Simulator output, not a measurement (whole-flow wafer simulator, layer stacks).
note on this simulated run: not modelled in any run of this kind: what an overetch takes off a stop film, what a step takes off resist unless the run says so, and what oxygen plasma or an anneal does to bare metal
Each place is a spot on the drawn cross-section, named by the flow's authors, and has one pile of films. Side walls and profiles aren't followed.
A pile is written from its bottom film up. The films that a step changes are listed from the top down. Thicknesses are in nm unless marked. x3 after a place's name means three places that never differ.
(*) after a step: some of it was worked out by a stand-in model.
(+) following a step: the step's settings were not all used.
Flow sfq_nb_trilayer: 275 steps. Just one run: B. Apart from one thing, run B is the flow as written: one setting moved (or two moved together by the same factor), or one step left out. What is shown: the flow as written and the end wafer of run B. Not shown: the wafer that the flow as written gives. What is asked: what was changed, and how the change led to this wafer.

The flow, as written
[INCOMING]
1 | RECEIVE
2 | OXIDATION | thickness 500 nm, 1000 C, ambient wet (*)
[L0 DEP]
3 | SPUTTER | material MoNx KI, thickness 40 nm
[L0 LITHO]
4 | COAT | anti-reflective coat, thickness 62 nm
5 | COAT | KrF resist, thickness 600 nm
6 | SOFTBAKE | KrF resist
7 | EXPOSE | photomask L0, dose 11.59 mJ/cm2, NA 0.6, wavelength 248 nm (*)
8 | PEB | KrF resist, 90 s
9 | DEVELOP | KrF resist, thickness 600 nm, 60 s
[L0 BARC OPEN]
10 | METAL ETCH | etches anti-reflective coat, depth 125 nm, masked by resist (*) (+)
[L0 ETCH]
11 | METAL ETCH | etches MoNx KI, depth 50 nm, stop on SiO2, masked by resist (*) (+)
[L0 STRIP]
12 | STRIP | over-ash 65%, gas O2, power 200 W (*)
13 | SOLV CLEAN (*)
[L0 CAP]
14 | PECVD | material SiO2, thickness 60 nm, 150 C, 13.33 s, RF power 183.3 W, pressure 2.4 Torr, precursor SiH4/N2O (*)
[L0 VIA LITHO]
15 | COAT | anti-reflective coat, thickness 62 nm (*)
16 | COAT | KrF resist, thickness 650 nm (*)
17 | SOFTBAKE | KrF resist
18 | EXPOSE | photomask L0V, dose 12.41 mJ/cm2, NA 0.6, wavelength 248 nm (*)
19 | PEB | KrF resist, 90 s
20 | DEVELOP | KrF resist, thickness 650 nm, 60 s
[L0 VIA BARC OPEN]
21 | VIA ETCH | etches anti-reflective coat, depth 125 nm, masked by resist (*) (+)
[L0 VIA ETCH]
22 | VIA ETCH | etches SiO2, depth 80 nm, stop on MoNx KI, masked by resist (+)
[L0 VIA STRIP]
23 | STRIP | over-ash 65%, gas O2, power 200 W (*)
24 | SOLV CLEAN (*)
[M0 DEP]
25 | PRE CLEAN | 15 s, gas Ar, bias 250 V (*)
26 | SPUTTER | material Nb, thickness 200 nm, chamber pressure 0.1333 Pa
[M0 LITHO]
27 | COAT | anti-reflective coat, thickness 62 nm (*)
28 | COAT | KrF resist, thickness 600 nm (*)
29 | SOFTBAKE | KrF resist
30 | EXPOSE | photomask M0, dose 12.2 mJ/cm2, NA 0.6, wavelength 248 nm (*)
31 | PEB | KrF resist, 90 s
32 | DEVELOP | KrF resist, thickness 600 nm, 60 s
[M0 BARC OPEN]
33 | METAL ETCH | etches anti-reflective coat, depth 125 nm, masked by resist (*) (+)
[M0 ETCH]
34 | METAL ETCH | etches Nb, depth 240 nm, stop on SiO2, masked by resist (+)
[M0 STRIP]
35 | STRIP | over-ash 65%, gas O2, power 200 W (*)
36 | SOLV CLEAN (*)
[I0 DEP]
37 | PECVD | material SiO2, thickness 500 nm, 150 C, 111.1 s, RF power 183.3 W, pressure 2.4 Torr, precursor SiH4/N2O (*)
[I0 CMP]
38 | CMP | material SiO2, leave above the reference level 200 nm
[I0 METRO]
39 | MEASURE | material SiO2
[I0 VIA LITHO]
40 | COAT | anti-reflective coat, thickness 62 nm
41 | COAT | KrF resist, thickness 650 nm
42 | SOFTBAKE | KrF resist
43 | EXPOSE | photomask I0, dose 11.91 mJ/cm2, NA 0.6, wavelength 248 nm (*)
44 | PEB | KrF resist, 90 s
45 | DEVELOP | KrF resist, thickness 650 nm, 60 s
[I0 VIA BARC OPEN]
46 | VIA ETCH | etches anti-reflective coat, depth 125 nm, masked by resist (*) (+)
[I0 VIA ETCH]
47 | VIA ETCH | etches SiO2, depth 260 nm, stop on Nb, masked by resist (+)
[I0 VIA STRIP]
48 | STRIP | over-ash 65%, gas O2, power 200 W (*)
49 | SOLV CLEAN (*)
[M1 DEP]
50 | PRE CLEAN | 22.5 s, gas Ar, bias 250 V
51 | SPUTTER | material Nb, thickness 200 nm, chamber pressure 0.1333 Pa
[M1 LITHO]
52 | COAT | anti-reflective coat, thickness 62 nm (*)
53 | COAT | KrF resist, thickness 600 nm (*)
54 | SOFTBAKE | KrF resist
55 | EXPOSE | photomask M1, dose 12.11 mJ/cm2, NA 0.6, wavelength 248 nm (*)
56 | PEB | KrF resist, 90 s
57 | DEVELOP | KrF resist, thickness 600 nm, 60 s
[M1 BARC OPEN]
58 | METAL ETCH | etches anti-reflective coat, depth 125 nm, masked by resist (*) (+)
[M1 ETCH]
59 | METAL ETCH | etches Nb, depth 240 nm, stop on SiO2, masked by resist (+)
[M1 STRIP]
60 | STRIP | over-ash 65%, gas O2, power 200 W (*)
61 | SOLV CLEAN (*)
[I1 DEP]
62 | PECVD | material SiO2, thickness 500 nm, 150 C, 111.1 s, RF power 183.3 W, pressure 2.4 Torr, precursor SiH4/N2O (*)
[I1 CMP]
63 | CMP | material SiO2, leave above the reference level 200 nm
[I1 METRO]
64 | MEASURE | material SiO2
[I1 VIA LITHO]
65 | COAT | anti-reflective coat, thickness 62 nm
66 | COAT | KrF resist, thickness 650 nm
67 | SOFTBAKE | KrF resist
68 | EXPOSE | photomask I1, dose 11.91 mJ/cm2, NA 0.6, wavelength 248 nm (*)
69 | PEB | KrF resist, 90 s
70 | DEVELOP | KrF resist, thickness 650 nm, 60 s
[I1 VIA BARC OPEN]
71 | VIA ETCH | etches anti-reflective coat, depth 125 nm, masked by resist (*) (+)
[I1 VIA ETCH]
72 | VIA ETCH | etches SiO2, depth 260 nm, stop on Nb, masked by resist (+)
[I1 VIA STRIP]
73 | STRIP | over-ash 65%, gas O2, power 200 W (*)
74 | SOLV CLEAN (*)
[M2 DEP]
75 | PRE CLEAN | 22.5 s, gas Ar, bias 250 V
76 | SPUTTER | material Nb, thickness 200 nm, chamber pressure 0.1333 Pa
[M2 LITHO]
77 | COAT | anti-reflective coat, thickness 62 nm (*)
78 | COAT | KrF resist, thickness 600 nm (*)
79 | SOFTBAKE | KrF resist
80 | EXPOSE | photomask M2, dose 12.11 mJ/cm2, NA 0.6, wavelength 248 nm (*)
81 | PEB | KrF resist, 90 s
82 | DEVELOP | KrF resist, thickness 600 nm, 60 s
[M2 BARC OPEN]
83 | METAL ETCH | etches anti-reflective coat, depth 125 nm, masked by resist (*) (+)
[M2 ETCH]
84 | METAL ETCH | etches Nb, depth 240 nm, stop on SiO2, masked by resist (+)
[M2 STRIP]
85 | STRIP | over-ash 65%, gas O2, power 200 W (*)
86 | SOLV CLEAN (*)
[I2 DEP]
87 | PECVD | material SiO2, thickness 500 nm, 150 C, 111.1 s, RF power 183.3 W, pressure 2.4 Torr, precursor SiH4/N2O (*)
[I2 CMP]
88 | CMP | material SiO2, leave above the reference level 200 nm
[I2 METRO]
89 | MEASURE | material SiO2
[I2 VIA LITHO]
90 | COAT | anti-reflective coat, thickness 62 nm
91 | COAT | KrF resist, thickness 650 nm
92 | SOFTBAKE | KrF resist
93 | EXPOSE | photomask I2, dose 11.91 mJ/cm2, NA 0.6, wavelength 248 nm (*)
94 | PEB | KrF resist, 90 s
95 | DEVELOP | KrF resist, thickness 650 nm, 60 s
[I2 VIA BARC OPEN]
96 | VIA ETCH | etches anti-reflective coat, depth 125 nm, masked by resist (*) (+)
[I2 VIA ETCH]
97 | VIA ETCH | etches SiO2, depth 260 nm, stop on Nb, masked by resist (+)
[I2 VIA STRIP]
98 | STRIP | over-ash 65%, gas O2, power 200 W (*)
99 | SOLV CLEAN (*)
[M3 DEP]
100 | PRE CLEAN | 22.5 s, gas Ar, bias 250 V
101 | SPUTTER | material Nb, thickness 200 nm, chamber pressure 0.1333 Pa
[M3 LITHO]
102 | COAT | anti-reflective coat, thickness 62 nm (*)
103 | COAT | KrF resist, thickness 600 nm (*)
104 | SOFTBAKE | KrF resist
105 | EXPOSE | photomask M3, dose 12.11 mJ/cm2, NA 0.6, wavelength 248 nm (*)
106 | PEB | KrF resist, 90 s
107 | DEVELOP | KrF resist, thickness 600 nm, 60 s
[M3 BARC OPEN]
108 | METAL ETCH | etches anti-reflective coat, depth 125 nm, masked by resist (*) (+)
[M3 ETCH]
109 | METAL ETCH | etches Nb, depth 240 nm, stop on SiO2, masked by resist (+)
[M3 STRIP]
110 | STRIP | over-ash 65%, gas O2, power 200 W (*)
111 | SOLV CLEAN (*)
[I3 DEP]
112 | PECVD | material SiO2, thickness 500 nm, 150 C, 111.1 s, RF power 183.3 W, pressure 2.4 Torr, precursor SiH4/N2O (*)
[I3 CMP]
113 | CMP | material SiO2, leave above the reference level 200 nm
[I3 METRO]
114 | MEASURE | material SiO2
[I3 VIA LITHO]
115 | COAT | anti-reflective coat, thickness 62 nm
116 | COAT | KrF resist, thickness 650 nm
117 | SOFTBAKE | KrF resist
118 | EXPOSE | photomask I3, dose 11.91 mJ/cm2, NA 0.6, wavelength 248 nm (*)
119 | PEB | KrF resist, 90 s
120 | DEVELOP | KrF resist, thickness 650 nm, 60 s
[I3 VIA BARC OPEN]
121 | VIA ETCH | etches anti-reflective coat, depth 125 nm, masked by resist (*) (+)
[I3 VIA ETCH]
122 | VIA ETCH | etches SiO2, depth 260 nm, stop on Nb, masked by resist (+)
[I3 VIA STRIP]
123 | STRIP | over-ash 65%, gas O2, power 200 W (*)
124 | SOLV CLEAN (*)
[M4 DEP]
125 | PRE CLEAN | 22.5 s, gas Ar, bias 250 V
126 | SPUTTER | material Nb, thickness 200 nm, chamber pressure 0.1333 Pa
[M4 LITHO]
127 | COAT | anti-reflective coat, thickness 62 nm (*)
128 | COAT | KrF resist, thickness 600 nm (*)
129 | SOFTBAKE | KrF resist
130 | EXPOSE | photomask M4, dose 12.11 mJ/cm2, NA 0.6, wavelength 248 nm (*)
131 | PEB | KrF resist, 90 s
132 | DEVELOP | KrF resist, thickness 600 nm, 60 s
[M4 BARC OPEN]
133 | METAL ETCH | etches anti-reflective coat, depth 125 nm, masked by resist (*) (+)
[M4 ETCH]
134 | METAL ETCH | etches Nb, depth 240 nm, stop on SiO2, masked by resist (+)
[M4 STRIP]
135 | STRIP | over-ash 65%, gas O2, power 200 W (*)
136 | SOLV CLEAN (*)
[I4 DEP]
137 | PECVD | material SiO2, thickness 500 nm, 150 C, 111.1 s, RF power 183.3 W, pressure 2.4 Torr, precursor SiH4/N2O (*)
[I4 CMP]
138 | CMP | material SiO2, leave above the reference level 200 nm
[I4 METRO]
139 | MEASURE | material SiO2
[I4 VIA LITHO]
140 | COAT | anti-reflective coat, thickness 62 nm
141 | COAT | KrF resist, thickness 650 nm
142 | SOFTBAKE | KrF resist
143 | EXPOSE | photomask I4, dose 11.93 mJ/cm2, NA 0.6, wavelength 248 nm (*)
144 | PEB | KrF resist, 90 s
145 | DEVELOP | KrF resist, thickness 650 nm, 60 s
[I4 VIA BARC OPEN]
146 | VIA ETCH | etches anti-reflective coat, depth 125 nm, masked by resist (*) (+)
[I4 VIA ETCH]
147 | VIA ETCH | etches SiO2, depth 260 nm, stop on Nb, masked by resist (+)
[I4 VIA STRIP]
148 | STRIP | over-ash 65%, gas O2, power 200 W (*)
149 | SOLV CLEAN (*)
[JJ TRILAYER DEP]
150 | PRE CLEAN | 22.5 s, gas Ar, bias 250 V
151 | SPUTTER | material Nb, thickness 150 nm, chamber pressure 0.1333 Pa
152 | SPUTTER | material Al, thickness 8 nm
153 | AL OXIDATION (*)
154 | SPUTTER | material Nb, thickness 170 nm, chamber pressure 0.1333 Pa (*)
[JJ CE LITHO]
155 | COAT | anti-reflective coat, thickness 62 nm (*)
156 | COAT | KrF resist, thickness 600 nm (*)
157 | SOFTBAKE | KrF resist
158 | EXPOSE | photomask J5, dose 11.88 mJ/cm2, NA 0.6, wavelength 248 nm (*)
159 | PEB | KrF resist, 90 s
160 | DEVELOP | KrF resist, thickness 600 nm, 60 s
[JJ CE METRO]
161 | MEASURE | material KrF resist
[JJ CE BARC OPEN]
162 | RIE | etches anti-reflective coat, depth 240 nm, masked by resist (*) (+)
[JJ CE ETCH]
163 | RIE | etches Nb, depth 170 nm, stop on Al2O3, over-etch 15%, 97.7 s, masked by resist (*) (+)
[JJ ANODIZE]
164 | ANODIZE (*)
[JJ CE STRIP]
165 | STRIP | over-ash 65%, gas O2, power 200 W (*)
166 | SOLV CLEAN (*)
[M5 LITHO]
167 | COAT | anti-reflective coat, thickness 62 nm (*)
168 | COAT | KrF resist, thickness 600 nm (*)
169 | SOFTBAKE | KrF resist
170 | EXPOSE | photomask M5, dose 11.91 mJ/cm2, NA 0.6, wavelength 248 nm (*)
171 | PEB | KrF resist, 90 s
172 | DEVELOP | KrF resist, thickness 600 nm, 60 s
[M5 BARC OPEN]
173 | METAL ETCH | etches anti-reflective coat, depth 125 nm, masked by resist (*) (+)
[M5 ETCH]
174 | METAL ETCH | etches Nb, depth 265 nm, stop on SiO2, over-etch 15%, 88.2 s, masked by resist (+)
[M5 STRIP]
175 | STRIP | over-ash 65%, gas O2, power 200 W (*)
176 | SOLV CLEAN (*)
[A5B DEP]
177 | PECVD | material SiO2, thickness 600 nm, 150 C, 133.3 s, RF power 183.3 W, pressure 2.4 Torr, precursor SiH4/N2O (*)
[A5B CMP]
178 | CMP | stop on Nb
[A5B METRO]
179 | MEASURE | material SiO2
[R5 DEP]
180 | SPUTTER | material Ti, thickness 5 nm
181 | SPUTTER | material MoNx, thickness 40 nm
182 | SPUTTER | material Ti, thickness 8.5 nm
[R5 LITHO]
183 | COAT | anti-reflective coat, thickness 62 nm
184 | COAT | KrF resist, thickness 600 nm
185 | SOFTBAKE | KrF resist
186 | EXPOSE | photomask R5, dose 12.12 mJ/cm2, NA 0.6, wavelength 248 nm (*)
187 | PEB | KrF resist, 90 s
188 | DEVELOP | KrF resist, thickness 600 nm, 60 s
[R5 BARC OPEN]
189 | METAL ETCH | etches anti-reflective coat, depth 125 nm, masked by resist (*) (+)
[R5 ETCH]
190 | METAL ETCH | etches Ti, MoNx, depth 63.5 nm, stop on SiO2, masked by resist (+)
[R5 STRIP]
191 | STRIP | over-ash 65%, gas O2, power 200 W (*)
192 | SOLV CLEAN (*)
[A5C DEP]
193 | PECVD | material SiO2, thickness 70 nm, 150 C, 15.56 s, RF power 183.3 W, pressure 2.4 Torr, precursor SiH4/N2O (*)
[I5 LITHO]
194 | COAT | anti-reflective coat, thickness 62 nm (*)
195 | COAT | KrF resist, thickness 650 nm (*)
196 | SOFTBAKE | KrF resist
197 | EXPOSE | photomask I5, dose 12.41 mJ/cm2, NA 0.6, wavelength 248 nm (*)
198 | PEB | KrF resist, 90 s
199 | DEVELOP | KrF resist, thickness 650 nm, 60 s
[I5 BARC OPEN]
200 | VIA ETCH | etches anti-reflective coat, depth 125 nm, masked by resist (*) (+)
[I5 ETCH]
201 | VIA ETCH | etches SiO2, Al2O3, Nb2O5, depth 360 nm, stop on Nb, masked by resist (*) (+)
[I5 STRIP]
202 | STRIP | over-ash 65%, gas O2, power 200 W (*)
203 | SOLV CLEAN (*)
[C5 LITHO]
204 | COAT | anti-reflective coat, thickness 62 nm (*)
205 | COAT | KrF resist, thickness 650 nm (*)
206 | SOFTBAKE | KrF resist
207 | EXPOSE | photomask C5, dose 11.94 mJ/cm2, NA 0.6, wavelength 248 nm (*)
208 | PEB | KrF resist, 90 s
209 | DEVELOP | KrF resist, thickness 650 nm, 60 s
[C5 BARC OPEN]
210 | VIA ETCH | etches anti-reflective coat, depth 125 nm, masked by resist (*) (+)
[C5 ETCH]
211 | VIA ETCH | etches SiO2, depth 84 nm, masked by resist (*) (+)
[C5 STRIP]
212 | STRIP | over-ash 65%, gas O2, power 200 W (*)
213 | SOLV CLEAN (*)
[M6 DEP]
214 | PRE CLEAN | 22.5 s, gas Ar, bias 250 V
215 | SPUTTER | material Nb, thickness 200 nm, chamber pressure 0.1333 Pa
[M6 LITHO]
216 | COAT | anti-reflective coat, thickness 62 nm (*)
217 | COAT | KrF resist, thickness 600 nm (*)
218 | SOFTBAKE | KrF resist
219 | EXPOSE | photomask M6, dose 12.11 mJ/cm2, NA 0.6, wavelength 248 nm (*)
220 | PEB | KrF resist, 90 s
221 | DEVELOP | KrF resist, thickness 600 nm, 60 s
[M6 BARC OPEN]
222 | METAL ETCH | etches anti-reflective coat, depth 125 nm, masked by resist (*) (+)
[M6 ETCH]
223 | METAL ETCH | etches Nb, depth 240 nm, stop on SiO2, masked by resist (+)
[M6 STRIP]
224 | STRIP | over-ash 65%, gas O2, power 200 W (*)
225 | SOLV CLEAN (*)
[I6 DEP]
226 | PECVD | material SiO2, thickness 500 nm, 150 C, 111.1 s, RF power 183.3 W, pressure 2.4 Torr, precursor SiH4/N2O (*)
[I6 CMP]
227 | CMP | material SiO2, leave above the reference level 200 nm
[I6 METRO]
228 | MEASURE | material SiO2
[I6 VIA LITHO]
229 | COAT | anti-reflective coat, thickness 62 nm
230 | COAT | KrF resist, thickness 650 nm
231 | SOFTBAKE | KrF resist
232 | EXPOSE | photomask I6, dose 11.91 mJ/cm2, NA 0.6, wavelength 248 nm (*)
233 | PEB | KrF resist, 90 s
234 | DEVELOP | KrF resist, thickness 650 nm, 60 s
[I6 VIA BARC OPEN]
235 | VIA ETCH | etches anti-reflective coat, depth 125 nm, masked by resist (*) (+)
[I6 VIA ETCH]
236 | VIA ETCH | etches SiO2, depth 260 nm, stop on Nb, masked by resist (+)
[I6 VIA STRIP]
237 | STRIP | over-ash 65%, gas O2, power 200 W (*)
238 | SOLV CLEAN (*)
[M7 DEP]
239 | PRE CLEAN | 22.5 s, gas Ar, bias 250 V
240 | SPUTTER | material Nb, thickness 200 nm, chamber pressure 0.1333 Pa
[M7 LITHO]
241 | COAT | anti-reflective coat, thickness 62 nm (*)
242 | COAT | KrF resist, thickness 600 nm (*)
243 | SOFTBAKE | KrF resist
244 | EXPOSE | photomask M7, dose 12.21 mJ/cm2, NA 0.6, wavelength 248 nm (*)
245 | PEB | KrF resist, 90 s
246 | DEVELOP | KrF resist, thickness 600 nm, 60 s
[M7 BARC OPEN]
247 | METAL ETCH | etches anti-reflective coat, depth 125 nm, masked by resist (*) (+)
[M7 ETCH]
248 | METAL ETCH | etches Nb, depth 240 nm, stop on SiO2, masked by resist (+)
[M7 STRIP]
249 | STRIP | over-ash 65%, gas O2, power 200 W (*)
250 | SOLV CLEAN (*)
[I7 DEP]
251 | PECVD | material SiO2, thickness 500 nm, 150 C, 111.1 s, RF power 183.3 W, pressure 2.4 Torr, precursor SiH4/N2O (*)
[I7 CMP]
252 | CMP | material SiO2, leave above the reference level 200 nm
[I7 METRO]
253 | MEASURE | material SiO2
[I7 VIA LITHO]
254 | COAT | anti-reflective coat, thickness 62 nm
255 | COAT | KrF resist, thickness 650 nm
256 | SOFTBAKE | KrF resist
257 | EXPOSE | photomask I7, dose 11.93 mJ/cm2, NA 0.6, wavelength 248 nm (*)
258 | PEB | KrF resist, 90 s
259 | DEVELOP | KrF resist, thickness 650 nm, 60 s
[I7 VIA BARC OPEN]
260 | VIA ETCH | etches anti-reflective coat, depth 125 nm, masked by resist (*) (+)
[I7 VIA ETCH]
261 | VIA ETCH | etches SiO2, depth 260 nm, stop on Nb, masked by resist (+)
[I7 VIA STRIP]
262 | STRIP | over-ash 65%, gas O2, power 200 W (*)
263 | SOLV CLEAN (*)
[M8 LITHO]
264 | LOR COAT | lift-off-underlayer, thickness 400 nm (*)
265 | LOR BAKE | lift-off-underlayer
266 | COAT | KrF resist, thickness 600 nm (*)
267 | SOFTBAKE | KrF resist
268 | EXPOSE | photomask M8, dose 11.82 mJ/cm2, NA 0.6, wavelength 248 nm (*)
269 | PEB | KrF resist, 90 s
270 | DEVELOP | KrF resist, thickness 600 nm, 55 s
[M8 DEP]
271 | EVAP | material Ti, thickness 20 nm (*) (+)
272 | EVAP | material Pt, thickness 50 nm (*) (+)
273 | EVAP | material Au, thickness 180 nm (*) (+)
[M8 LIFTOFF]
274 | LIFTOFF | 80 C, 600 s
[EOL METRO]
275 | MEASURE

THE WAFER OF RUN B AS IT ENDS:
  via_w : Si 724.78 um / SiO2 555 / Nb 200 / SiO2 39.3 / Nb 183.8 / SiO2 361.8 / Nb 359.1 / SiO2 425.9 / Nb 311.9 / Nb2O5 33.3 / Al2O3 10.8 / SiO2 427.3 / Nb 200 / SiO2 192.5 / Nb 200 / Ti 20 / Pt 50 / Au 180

Cause: step 47, VIA ETCH: depth 153 nm was run, whereas the flow has depth 260 nm.

Step by step, how the change led to this:
  47 | VIA ETCH | etches SiO2, depth 260 nm, stop on Nb, masked by resist (+)
      via_w: -153 SiO2 (as written it would have been: -199.8 SiO2 (all of it))
      field_l, v_sur, via_wl and 102 more: -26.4 KrF resist (as written it would have been: -44.8 KrF resist)
  48 | STRIP | over-ash 65%, gas O2, power 200 W (*)
      field_l, v_sur, via_wl and 102 more: -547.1 KrF resist (all of it), -62 anti-reflective coat (all of it) (as written it would have been: -528.6 KrF resist (all of it), -62 anti-reflective coat (all of it))
  50 | PRE CLEAN | 22.5 s, gas Ar, bias 250 V
      via_w: -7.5 SiO2 (as written it would have been: -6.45 Nb)
  51 | SPUTTER | material Nb, thickness 200 nm, chamber pressure 0.1333 Pa
      via_w: +183.8 Nb (new film) (as written it would have been: +174.5 Nb)
  52 | COAT | anti-reflective coat, thickness 62 nm (*)
      via_wl: +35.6 anti-reflective coat (new film) (as written it would have been: +33.8 anti-reflective coat (new film))
      via_w: +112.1 anti-reflective coat (new film) (as written it would have been: +123.1 anti-reflective coat (new film))
  53 | COAT | KrF resist, thickness 600 nm (*)
      via_w: +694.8 KrF resist (new film) (as written it would have been: +731.8 KrF resist (new film))
  60 | STRIP | over-ash 65%, gas O2, power 200 W (*)
      via_wl: -389.2 KrF resist (all of it), -35.6 anti-reflective coat (all of it) (as written it would have been: -385.5 KrF resist (all of it), -33.8 anti-reflective coat (all of it))
      via_w: -476.9 KrF resist (all of it), -112.1 anti-reflective coat (all of it) (as written it would have been: -513.8 KrF resist (all of it), -123.1 anti-reflective coat (all of it))
  62 | PECVD | material SiO2, thickness 500 nm, 150 C, 111.1 s, RF power 183.3 W, pressure 2.4 Torr, precursor SiH4/N2O (*)
      via_w: +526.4 SiO2 (new film) (as written it would have been: +606 SiO2 (new film))
  63 | CMP | material SiO2, leave above the reference level 200 nm
      via_w: -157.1 SiO2 (as written it would have been: -181.6 SiO2)
If metal films that touch count as one body, via_w has 6 bodies (between them, from the top down: SiO2 192.5; SiO2 427.3 / Al2O3 10.8 / Nb2O5 33.3; SiO2 425.9; SiO2 361.8; SiO2 39.3); the flow as written gives 5 bodies (between them, from the top down: SiO2 192.5; SiO2 427.3 / Al2O3 10.8 / Nb2O5 33.3; SiO2 425.9; SiO2 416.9).
